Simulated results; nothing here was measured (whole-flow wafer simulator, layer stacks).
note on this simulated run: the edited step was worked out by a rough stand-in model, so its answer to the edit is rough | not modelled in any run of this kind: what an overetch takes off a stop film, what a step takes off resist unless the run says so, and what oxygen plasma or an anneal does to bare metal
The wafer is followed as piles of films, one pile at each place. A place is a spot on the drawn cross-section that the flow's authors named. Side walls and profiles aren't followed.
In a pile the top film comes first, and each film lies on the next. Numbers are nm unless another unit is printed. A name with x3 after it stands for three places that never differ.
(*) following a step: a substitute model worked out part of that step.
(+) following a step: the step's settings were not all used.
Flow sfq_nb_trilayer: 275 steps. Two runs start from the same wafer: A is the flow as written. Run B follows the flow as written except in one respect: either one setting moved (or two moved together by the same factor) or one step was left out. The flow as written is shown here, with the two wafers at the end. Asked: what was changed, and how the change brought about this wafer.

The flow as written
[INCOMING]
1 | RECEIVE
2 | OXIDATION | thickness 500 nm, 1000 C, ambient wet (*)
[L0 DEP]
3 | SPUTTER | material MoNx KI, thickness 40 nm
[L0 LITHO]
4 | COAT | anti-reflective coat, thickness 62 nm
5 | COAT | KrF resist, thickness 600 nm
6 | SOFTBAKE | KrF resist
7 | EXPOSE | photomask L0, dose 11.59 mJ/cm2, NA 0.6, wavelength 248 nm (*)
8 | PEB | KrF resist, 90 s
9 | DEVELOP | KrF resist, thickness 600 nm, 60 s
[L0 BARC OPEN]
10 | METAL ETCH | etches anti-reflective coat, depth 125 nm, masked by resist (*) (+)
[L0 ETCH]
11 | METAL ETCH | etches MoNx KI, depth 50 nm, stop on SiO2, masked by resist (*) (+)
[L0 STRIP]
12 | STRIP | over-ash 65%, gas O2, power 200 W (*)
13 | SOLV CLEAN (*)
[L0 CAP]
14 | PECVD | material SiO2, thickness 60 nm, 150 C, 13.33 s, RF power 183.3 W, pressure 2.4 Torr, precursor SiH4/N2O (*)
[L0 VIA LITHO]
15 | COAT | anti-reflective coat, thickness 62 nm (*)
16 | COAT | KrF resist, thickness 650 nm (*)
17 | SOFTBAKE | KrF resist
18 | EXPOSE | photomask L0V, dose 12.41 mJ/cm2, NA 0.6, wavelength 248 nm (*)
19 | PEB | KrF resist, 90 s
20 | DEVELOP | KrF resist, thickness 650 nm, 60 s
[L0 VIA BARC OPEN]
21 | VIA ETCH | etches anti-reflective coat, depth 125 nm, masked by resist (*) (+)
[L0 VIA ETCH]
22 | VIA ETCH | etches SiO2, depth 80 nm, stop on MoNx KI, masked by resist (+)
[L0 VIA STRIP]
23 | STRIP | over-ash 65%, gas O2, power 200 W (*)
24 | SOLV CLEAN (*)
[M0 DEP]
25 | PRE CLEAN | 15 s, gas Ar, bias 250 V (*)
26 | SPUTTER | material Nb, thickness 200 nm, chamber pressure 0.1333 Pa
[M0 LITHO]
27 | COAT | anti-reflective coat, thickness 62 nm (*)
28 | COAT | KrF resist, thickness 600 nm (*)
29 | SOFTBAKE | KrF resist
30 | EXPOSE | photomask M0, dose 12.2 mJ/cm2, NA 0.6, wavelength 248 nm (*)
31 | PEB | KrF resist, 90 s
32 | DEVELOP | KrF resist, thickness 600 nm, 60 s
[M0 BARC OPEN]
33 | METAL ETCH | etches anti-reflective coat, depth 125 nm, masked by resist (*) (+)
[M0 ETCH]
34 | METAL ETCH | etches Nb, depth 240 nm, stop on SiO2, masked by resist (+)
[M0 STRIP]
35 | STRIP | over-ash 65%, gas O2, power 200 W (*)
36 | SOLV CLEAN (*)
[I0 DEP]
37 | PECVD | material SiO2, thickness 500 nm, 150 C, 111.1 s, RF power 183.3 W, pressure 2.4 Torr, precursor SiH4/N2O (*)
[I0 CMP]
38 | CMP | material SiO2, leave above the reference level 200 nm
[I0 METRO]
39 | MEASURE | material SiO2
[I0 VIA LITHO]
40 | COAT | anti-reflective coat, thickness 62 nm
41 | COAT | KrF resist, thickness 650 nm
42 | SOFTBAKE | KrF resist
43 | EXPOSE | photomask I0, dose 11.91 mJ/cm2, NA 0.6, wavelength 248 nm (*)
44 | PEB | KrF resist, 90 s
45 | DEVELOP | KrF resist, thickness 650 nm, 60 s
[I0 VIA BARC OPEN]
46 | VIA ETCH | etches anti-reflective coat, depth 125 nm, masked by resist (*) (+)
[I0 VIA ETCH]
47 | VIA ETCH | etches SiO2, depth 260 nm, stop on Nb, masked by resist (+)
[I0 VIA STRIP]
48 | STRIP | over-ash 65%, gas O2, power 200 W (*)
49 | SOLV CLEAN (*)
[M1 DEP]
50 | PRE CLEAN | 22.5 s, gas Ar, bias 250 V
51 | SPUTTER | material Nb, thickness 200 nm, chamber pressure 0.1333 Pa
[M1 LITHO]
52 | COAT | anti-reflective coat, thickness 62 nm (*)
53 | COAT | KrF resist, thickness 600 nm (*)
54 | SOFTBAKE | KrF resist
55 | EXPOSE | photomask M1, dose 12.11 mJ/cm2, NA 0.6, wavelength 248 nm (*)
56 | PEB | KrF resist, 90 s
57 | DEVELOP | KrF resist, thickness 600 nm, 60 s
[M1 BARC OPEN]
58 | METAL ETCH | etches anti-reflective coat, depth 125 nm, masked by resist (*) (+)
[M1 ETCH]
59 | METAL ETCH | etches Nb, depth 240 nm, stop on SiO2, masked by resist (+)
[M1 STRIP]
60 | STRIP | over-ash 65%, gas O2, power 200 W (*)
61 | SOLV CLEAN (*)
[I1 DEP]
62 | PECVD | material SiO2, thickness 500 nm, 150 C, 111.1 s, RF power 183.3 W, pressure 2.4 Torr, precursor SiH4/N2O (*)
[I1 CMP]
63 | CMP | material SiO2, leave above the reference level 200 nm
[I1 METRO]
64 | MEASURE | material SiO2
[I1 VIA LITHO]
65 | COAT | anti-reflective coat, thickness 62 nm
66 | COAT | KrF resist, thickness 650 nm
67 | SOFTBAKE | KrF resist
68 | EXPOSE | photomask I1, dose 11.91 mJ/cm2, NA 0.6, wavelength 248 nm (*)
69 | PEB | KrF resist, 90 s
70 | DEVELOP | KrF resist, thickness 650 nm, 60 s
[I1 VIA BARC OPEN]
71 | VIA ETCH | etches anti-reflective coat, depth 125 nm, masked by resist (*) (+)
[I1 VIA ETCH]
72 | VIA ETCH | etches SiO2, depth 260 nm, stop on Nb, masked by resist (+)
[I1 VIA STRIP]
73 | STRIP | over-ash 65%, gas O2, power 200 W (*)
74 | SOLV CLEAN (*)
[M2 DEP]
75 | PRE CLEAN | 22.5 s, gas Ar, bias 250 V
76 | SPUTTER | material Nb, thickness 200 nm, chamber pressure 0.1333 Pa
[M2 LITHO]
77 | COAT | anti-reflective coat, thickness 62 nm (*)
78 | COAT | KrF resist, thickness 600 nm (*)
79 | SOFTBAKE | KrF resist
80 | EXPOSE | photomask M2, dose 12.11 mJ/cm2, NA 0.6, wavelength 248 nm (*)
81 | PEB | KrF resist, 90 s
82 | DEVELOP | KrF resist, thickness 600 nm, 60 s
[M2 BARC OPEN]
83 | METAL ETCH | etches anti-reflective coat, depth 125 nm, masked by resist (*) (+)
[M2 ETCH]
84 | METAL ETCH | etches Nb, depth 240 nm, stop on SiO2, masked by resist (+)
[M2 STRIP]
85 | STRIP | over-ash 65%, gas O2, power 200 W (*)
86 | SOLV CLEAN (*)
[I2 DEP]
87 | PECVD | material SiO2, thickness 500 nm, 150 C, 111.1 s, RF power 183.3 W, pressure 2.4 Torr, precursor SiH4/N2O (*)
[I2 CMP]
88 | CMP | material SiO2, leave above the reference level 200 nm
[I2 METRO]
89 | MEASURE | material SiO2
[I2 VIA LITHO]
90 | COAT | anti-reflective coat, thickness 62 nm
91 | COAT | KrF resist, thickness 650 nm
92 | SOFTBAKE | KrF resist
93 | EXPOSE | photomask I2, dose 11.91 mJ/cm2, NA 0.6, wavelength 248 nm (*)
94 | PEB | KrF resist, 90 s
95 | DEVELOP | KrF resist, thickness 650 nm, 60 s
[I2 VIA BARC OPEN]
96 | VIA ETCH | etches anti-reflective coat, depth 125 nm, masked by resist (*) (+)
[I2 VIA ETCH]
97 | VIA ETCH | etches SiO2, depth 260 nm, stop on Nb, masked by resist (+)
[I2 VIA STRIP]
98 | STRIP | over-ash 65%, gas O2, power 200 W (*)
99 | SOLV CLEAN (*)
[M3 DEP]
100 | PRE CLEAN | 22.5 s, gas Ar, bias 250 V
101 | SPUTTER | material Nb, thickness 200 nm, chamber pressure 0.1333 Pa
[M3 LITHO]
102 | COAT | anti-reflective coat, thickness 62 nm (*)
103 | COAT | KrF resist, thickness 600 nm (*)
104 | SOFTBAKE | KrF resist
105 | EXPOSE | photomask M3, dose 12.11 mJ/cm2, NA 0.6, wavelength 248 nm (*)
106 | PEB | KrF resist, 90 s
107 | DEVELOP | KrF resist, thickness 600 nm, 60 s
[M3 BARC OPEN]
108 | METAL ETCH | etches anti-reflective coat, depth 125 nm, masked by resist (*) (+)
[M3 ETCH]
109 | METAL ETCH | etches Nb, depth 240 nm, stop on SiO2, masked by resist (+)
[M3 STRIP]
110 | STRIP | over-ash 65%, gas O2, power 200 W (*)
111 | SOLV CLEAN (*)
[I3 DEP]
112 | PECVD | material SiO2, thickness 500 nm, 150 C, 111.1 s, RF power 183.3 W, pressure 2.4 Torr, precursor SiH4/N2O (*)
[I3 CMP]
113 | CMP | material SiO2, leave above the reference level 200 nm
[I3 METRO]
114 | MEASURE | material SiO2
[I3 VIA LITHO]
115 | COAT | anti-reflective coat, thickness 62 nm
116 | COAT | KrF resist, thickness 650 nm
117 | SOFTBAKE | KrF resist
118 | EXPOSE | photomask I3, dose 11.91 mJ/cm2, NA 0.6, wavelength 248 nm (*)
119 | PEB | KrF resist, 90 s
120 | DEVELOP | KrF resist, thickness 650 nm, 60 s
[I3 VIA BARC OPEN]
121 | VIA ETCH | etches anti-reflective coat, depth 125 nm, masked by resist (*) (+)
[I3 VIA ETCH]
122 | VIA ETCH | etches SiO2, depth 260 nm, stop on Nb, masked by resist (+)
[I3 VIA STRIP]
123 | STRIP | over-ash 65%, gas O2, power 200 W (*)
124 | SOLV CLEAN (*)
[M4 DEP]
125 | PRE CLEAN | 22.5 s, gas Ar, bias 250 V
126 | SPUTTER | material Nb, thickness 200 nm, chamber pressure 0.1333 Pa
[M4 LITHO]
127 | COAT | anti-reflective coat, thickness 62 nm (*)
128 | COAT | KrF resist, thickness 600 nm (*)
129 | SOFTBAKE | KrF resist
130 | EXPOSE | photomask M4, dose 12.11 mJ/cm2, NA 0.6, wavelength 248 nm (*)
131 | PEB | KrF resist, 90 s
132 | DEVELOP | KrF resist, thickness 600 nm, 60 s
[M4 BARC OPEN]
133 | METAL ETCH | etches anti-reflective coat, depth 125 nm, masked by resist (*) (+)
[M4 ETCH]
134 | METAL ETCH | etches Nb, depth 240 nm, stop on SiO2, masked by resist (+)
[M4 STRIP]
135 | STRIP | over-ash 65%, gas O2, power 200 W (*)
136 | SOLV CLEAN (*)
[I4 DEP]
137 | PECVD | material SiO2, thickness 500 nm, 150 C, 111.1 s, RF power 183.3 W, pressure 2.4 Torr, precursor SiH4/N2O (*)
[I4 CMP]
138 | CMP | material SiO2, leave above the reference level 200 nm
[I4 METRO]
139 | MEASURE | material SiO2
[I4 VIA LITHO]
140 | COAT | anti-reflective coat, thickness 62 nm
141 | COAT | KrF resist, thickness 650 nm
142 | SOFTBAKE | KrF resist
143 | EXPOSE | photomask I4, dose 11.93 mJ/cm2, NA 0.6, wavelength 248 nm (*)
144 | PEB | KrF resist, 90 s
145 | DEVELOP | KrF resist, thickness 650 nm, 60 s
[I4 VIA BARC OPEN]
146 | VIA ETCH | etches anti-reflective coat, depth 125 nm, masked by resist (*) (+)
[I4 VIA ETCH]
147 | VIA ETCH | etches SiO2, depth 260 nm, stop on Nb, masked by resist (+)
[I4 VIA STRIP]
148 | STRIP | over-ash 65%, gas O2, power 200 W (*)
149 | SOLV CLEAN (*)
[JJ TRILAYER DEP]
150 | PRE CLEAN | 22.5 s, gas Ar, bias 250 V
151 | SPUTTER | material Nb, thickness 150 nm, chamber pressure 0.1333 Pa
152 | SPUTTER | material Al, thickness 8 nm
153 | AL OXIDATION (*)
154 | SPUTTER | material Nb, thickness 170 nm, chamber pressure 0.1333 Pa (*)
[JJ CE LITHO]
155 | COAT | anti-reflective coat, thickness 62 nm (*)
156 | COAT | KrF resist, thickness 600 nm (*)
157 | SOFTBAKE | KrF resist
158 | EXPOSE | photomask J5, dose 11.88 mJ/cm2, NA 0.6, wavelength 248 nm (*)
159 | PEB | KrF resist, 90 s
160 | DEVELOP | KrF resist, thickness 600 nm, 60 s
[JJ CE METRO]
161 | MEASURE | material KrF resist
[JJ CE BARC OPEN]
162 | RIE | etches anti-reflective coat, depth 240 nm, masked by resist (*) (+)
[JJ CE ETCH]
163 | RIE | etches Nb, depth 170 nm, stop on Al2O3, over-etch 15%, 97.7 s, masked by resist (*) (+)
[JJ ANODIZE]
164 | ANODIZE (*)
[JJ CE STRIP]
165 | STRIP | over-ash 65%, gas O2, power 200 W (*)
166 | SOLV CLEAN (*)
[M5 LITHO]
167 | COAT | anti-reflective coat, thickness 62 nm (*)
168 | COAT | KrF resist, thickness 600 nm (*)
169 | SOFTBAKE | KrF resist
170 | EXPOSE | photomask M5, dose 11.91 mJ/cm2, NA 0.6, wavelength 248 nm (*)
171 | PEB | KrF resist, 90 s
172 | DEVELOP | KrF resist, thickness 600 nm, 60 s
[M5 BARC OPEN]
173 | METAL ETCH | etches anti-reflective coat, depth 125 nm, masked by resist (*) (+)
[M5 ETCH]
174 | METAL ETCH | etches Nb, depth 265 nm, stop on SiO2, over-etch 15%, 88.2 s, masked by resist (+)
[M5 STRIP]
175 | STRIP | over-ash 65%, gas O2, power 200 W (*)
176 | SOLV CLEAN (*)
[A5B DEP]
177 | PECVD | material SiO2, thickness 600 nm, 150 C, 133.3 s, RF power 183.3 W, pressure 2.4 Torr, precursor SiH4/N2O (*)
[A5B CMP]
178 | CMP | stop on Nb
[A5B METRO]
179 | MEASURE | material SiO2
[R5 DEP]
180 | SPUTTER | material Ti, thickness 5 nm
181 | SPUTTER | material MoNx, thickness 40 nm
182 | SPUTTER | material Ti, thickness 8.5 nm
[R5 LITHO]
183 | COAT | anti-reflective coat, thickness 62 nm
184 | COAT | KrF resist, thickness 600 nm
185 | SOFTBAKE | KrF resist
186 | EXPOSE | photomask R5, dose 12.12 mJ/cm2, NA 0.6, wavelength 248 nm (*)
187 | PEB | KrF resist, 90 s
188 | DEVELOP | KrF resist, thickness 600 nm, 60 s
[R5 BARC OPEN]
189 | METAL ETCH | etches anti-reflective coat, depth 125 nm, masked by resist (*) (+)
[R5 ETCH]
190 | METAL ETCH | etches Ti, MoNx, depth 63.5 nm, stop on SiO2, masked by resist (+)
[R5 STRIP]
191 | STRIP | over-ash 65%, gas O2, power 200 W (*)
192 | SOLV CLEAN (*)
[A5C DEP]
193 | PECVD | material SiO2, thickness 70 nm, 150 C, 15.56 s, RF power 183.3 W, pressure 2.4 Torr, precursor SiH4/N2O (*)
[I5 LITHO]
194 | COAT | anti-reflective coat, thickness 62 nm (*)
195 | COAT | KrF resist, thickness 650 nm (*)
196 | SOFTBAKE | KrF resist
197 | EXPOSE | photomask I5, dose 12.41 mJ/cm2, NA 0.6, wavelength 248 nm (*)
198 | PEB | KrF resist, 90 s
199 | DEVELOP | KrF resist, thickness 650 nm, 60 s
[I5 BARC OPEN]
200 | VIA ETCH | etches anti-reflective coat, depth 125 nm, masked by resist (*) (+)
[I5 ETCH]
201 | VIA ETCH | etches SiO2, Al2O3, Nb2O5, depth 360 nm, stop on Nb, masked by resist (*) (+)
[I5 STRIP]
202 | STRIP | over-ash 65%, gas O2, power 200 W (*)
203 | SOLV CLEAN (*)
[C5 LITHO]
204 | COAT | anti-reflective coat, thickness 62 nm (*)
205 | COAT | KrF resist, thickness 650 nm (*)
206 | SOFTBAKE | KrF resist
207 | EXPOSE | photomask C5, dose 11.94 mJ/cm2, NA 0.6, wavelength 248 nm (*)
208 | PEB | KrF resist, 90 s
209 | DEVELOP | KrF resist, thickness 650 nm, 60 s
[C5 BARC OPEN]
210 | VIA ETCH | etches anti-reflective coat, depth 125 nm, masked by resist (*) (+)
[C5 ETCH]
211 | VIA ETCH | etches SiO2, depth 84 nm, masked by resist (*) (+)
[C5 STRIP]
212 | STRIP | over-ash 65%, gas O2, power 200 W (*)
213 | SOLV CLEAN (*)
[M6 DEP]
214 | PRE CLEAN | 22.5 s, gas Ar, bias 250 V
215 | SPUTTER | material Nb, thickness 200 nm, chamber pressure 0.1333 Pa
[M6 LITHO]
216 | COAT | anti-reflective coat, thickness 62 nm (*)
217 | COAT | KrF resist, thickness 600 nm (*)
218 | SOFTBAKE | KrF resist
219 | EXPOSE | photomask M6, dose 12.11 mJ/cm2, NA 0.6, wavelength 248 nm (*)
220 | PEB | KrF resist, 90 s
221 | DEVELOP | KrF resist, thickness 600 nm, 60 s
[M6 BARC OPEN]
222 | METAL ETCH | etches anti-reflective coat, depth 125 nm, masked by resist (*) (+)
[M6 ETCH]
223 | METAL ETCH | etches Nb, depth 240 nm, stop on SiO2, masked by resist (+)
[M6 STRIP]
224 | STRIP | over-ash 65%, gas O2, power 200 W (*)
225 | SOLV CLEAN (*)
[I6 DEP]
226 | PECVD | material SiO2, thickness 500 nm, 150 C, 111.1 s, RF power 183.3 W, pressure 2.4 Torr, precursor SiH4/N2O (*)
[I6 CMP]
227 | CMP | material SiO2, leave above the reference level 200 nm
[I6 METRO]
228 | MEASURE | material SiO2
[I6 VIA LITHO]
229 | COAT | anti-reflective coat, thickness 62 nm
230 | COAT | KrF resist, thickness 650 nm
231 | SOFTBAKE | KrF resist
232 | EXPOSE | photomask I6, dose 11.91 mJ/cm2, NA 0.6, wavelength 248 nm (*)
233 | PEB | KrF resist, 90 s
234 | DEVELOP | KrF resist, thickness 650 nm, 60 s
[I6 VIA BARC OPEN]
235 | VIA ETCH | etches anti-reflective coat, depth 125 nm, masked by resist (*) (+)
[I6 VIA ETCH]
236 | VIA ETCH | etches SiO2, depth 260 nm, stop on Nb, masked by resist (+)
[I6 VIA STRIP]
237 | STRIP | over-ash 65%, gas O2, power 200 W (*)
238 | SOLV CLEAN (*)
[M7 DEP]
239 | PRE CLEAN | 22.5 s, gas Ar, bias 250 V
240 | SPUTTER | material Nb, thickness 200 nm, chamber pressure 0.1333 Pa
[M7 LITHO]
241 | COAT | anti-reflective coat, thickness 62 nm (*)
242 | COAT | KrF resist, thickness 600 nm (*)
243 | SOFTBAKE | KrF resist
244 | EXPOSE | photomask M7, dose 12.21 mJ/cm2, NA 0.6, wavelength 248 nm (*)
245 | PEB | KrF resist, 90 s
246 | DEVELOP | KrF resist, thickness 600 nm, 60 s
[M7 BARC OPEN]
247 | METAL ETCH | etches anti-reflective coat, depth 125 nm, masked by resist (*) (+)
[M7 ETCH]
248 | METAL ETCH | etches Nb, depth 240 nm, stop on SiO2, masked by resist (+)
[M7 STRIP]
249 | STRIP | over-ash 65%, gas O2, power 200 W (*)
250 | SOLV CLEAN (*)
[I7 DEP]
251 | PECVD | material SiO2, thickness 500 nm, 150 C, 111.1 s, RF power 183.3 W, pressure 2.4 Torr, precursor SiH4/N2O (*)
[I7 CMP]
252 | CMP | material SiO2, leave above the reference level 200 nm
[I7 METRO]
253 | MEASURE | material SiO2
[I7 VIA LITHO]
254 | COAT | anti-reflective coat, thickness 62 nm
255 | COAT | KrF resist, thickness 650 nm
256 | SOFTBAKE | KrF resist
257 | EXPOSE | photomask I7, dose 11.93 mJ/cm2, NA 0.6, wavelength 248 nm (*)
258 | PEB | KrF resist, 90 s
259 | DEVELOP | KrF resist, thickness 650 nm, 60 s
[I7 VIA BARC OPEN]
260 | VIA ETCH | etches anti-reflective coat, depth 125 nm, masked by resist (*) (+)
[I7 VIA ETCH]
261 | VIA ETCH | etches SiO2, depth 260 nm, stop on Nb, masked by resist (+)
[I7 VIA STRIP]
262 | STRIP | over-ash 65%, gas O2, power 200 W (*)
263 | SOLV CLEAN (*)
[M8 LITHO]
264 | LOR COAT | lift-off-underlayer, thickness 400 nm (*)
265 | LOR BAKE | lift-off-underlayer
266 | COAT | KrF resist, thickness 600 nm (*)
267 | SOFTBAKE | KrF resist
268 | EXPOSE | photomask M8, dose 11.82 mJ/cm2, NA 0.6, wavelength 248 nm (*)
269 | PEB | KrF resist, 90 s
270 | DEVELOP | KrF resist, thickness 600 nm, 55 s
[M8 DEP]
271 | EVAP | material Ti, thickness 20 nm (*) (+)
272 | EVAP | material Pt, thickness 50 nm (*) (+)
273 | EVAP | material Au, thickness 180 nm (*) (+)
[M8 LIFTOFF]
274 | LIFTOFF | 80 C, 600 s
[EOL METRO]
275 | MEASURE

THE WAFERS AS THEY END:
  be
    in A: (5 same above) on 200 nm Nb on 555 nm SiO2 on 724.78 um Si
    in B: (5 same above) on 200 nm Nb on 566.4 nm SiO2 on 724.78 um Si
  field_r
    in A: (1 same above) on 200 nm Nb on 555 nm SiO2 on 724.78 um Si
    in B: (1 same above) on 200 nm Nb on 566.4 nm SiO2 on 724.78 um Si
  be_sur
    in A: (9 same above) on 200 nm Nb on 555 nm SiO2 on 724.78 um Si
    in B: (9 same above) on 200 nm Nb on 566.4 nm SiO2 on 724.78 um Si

What caused this: step 14, PECVD: thickness 71.4 nm was run, while the flow as written has thickness 60 nm; step 14, PECVD: 15.87 s was run, where the flow has 13.33 s.

The path from the change to this, step by step:
  14 | PECVD | material SiO2, thickness 60 nm, 150 C, 13.33 s, RF power 183.3 W, pressure 2.4 Torr, precursor SiH4/N2O (*)
      v_sur, via_wl, via_w and 97 more: A +60 SiO2 | B +71.4 SiO2
      field_l, l0_sur, l0v, l0r_line_l, l0r_line_c, l0r_line_r: A +60 SiO2 (new film) | B +71.4 SiO2 (new film)
  22 | VIA ETCH | etches SiO2, depth 80 nm, stop on MoNx KI, masked by resist (+)
      l0v: A -59.8 SiO2 (all of it) | B -71.2 SiO2 (all of it)
  27 | COAT | anti-reflective coat, thickness 62 nm (*)
      l0_sur: A +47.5 anti-reflective coat (new film) | B +46.4 anti-reflective coat (new film)
      l0v: A +78 anti-reflective coat (new film) | B +80.9 anti-reflective coat (new film)
  35 | STRIP | over-ash 65%, gas O2, power 200 W (*)
      l0_sur: A -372 KrF resist (all of it), -47.5 anti-reflective coat (all of it) | B -371 KrF resist (all of it), -46.4 anti-reflective coat (all of it)
      l0v: A -405.3 KrF resist (all of it), -78 anti-reflective coat (all of it) | B -412.8 KrF resist (all of it), -80.9 anti-reflective coat (all of it)
  38 | CMP | material SiO2, leave above the reference level 200 nm
      l0v: A -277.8 SiO2 | B -264.4 SiO2
